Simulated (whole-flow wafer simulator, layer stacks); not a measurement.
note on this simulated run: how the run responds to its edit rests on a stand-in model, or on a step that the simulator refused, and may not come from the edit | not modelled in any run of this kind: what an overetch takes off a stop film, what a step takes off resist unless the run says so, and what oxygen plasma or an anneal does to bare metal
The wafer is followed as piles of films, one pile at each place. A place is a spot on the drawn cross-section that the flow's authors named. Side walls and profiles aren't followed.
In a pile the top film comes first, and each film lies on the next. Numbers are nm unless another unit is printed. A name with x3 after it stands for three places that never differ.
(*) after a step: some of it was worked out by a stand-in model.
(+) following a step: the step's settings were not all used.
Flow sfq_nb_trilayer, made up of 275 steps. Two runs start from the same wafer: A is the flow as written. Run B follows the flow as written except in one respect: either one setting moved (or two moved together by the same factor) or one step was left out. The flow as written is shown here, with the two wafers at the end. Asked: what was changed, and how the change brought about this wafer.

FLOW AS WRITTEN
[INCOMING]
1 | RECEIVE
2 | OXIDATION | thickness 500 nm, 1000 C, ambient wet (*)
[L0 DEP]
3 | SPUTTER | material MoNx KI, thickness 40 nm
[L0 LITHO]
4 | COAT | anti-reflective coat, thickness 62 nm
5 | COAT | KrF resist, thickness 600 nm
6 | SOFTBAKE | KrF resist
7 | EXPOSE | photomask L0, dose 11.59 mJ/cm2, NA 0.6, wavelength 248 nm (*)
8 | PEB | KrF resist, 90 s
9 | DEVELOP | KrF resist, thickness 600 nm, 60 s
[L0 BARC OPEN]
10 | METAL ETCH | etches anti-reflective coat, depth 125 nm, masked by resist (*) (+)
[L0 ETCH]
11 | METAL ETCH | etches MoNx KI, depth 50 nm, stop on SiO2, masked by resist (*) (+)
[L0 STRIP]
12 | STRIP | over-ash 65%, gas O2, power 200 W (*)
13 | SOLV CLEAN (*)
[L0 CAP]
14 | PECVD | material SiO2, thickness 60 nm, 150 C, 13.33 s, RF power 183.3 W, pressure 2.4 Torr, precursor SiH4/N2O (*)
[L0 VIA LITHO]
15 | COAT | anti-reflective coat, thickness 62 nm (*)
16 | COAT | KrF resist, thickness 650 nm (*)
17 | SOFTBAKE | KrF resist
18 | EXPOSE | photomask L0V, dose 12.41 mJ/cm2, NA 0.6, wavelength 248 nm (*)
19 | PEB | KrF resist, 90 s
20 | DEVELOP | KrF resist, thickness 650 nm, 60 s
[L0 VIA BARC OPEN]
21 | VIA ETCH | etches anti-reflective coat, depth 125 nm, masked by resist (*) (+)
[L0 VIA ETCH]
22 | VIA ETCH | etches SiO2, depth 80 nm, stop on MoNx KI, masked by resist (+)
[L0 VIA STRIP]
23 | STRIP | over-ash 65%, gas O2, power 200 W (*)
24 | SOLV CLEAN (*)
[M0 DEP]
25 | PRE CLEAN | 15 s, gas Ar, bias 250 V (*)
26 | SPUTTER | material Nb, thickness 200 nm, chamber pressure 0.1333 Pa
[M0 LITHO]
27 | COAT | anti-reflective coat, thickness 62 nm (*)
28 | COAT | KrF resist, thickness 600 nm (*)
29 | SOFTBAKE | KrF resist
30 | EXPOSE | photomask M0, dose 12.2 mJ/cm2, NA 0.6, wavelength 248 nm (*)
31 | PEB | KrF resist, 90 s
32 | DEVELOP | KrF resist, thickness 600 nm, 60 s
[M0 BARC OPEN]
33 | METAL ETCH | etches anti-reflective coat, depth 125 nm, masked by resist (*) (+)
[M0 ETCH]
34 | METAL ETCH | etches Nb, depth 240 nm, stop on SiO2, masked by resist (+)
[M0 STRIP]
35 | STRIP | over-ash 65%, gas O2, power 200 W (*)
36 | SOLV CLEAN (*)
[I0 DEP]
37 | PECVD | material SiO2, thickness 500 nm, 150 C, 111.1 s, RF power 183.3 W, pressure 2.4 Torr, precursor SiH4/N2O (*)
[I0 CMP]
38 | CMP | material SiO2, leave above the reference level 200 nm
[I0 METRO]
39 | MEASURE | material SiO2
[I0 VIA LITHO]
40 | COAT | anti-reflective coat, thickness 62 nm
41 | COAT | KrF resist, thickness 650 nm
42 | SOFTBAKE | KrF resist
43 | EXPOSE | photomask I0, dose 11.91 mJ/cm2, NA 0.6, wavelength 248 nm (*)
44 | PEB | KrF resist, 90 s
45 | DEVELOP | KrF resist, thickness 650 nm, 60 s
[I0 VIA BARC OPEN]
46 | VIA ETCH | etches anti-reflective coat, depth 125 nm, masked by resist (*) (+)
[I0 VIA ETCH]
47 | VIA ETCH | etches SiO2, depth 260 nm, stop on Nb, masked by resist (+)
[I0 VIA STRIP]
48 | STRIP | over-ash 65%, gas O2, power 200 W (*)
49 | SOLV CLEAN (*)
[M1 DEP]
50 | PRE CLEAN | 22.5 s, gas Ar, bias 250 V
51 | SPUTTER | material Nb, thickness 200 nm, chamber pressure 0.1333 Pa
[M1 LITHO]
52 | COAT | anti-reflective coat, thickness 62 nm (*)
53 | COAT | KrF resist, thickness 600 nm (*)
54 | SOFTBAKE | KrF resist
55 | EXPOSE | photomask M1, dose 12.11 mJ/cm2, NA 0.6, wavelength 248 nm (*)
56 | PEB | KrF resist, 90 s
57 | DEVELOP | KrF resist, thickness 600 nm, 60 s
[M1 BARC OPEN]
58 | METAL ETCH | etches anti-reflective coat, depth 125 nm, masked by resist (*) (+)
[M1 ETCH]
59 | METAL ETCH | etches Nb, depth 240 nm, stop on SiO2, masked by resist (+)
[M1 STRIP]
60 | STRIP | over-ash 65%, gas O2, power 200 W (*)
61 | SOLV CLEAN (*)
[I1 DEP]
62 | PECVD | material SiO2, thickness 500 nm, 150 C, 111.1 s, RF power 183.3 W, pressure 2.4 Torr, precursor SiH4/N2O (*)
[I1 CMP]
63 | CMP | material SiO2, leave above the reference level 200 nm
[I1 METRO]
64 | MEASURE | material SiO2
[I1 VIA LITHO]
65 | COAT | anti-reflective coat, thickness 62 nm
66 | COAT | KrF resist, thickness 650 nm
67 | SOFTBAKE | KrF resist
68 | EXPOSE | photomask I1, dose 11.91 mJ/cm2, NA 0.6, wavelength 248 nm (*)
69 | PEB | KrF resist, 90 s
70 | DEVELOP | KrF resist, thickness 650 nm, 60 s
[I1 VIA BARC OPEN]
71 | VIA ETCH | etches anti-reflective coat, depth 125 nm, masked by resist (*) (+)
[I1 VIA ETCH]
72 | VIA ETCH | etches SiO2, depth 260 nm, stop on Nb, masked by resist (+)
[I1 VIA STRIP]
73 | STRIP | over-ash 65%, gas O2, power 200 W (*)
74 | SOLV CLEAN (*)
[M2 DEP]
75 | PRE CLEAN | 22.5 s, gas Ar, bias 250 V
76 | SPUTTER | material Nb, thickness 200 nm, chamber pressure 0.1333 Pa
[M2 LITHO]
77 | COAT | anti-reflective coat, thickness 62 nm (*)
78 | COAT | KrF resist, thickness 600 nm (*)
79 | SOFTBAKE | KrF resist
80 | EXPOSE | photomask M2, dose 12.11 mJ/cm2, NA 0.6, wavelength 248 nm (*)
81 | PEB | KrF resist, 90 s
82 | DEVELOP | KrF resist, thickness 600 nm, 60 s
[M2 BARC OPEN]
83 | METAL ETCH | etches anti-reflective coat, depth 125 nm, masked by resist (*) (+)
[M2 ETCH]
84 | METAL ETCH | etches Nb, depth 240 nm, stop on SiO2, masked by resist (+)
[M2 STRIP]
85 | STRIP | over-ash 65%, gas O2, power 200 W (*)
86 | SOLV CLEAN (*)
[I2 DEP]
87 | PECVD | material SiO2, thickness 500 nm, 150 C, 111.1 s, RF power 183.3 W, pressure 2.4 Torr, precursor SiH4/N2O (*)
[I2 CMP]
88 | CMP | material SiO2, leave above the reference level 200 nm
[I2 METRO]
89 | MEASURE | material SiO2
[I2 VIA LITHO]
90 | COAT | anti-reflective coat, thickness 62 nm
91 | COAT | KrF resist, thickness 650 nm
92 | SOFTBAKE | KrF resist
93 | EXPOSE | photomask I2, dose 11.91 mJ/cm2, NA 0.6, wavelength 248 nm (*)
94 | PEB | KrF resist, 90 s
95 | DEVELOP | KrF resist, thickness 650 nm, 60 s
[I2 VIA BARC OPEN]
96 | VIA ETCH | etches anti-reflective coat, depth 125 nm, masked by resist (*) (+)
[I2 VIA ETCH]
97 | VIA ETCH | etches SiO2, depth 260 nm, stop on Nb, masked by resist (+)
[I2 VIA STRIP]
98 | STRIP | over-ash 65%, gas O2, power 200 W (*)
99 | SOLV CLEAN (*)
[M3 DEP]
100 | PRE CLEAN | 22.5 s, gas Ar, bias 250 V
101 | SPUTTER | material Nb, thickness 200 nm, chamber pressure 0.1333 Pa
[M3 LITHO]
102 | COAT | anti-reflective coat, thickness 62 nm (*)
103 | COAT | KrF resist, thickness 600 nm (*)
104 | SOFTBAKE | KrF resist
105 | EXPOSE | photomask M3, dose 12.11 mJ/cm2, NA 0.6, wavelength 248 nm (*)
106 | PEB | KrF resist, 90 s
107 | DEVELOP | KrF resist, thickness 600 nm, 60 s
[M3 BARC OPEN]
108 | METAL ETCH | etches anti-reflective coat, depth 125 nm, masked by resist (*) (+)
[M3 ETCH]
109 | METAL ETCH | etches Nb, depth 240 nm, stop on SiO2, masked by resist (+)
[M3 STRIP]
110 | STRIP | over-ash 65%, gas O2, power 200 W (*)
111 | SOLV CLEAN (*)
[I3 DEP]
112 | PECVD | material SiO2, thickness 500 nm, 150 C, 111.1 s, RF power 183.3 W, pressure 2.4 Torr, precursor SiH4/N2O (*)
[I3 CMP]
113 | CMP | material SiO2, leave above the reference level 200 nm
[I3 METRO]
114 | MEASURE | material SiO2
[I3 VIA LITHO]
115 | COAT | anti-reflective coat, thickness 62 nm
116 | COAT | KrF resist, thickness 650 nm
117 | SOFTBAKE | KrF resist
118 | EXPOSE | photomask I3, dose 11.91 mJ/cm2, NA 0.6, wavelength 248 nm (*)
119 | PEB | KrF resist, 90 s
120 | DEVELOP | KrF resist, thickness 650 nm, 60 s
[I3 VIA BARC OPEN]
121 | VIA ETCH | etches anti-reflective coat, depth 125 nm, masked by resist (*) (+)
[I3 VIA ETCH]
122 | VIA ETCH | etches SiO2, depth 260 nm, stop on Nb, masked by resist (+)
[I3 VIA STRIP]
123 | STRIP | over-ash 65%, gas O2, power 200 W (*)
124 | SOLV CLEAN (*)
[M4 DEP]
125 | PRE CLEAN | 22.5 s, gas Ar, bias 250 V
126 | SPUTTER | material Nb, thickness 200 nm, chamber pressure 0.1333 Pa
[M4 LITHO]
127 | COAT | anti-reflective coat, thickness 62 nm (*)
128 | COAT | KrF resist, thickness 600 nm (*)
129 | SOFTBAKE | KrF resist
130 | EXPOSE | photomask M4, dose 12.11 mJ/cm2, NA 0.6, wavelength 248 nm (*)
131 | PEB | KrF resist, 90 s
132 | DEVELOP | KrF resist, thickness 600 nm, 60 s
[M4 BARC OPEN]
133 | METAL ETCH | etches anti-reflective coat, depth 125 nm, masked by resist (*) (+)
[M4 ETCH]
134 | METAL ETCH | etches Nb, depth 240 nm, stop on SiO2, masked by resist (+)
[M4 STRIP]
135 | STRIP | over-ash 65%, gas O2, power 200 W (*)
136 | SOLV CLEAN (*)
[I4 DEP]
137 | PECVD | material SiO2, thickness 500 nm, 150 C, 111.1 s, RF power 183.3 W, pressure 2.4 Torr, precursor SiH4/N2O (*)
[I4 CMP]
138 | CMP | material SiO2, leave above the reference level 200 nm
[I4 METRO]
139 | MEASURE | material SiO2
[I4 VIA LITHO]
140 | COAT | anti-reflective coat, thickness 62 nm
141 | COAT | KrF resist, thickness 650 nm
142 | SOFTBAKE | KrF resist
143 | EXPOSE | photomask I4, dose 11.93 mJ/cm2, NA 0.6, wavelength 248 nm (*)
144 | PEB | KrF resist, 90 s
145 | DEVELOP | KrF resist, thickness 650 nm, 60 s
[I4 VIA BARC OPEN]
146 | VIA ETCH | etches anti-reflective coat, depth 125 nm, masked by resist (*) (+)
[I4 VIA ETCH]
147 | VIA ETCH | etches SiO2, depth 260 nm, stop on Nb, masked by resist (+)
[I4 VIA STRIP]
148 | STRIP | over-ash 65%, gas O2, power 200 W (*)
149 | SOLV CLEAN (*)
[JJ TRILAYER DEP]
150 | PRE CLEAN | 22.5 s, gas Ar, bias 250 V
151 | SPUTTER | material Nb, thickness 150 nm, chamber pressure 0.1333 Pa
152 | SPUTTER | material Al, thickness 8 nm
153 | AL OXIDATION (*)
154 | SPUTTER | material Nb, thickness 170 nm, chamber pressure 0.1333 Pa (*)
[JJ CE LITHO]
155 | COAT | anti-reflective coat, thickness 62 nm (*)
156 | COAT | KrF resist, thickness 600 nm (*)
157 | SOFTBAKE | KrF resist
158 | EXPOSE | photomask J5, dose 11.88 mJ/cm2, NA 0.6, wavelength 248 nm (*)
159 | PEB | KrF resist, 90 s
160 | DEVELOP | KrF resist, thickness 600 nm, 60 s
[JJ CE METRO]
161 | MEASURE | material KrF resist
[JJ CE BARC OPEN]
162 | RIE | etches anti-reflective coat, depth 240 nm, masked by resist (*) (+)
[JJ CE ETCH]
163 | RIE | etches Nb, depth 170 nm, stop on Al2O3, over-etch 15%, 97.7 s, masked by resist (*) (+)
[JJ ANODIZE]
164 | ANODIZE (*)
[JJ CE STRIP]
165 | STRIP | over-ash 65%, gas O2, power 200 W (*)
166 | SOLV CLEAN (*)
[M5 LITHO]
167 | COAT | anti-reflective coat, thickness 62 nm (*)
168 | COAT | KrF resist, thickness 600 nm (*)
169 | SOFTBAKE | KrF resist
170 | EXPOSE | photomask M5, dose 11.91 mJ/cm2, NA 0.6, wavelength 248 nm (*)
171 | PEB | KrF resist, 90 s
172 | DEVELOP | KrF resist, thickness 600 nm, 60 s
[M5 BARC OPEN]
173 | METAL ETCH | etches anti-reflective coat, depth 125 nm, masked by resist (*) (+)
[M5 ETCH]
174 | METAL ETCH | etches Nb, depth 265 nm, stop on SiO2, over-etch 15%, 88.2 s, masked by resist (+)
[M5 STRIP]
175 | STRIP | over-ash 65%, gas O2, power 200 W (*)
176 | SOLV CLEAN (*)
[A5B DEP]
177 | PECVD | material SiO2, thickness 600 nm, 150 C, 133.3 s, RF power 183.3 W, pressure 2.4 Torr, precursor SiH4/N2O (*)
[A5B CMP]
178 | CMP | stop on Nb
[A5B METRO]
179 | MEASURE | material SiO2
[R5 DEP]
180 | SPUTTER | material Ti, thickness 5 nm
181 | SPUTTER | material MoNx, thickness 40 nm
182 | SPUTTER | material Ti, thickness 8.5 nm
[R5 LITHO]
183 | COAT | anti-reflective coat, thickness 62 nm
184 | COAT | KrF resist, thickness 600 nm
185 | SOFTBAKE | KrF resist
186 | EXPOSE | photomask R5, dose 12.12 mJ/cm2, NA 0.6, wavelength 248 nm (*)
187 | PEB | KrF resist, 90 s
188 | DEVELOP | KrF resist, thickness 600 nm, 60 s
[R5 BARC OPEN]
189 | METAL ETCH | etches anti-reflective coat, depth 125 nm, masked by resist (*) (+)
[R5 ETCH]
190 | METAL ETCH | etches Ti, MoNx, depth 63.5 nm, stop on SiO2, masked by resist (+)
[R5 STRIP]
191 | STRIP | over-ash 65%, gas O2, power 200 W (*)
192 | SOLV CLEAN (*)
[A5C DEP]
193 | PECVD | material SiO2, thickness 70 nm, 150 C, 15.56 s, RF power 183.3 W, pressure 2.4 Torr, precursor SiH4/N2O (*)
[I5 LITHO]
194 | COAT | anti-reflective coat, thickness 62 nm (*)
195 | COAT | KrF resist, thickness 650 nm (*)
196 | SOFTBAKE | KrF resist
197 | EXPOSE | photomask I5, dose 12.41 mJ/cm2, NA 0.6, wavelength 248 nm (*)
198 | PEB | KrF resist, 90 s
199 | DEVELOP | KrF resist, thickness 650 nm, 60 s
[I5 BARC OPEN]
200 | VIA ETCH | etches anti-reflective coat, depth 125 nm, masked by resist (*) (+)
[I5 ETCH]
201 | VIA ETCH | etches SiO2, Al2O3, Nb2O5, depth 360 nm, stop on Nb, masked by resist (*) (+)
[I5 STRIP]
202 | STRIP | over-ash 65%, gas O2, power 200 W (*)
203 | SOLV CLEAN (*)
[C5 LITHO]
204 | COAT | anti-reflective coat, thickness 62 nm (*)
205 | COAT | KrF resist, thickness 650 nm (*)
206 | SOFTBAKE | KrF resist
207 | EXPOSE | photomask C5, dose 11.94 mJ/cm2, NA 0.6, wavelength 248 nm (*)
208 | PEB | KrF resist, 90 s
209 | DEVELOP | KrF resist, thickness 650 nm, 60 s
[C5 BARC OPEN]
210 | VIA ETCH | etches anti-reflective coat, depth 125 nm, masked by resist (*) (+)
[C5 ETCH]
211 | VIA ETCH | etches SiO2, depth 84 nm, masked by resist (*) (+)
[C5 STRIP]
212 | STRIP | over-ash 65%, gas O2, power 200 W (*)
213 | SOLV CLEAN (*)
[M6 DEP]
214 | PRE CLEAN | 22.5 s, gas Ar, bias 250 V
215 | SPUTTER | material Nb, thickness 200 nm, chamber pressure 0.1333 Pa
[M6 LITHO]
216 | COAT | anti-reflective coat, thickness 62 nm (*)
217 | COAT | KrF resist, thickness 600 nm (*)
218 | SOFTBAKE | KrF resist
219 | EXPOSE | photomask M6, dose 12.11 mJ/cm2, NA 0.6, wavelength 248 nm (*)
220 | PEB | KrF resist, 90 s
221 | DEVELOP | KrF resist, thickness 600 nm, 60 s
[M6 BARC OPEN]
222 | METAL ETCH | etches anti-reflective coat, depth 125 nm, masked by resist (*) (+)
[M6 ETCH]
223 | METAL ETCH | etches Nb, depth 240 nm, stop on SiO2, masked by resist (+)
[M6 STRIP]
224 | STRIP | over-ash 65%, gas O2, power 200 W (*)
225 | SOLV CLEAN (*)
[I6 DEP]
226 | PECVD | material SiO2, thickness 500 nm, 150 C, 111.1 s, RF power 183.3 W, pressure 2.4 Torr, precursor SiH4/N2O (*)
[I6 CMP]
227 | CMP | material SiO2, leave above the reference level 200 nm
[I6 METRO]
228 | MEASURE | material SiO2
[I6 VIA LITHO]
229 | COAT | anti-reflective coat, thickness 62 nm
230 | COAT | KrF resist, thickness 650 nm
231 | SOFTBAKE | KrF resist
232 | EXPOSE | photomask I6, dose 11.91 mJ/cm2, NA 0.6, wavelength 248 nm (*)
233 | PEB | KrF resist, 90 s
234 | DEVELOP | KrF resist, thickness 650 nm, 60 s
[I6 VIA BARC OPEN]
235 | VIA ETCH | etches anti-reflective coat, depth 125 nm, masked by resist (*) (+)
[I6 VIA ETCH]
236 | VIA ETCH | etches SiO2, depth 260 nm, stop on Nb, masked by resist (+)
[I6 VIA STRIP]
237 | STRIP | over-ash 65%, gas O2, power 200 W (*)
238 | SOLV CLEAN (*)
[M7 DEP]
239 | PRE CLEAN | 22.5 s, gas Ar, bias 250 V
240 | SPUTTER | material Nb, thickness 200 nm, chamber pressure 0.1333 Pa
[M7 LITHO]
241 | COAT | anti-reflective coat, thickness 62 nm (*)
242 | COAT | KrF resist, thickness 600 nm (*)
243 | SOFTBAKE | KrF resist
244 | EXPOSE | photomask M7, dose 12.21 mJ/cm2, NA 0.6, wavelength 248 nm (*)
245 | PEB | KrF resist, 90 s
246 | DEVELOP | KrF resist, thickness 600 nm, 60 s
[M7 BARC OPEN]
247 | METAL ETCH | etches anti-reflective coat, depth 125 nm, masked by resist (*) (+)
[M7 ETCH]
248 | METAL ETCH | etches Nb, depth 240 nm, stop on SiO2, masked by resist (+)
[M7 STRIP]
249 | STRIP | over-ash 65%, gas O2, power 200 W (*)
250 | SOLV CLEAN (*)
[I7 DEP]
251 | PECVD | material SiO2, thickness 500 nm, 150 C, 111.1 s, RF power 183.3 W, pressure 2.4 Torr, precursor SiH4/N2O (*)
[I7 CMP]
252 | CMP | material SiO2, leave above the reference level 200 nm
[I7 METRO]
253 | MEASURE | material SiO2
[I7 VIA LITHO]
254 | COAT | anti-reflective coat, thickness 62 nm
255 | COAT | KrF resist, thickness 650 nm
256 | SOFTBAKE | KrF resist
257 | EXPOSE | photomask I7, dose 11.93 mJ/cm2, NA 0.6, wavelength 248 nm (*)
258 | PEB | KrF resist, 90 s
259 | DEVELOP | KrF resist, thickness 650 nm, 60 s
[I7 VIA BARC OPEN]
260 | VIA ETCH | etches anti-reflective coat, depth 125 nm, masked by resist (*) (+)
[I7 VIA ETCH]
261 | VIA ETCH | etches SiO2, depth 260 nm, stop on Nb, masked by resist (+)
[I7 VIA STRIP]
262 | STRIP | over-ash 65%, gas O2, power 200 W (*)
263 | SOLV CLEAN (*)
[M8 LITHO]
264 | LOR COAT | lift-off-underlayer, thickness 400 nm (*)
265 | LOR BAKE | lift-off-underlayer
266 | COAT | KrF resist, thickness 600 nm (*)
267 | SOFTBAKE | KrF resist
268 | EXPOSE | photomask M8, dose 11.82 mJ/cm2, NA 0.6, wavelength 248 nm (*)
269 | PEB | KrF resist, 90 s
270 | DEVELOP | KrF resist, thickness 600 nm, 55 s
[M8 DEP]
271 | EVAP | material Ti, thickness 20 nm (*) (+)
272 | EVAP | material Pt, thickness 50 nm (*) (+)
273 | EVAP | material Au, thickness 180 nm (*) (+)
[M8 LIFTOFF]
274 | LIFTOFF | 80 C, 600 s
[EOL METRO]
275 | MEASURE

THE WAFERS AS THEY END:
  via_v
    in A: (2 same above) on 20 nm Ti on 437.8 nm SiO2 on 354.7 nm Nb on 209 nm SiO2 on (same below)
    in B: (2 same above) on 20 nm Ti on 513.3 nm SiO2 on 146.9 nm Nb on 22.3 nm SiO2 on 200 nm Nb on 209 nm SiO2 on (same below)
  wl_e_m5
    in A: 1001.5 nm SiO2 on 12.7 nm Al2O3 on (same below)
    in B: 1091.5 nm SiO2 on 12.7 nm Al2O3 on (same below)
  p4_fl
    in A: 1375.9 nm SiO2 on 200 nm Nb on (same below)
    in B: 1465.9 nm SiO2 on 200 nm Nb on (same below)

The reason: step 227, CMP: leave above the reference level 290 nm was run, whereas the flow has leave above the reference level 200 nm.

Step by step, how the change led to this:
  227 | CMP | material SiO2, leave above the reference level 200 nm
      field_l, p4_fl, p4_fm and 59 more: A SiO2 loses 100 | B SiO2 loses 10
      v_sur, via_wl, via_w and 15 more: A SiO2 loses 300 | B SiO2 loses 210
      (and at 26 other places as well)
  236 | VIA ETCH | etches SiO2, depth 260 nm, stop on Nb, masked by resist (+)
      via_v: A SiO2 loses 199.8 (all of it) | B SiO2 loses 260
  239 | PRE CLEAN | 22.5 s, gas Ar, bias 250 V
      via_v: A Nb loses 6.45 | B SiO2 loses 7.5
  240 | SPUTTER | material Nb, thickness 200 nm, chamber pressure 0.1333 Pa
      via_v: A Nb gains 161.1 | B Nb gains 146.9 (new film)
  241 | COAT | anti-reflective coat, thickness 62 nm (*)
      via_sp: A anti-reflective coat gains 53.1 (new film) | B anti-reflective coat gains 50 (new film)
      via_v: A anti-reflective coat gains 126 (new film) | B anti-reflective coat gains 129.5 (new film)
      (and at 1 other place as well)
  242 | COAT | KrF resist, thickness 600 nm (*)
      via_v: A KrF resist gains 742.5 (new film) | B KrF resist gains 801.5 (new film)
  249 | STRIP | over-ash 65%, gas O2, power 200 W (*)
      via_sp: A KrF resist loses 373.6 (all of it), anti-reflective coat loses 53.1 (all of it) | B KrF resist loses 369.5 (all of it), anti-reflective coat loses 50 (all of it)
      via_v: A KrF resist loses 524.5 (all of it), anti-reflective coat loses 126 (all of it) | B KrF resist loses 583.4 (all of it), anti-reflective coat loses 129.5 (all of it)
      (and at 1 other place as well)
  251 | PECVD | material SiO2, thickness 500 nm, 150 C, 111.1 s, RF power 183.3 W, pressure 2.4 Torr, precursor SiH4/N2O (*)
      via_v: A SiO2 gains 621 (new film) | B SiO2 gains 670.3 (new film)
  252 | CMP | material SiO2, leave above the reference level 200 nm
      via_v: A SiO2 loses 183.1 | B SiO2 loses 157.1
If metal films that touch count as one body, via_v has 7 bodies (between them, from the top down: SiO2 513.3; SiO2 22.3; SiO2 209 / Al2O3 12.7 / Nb2O5 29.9; SiO2 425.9; SiO2 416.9; SiO2 192.5); the flow as written gives 6 bodies (between them, from the top down: SiO2 437.8; SiO2 209 / Al2O3 12.7 / Nb2O5 29.9; SiO2 425.9; SiO2 416.9; SiO2 192.5).
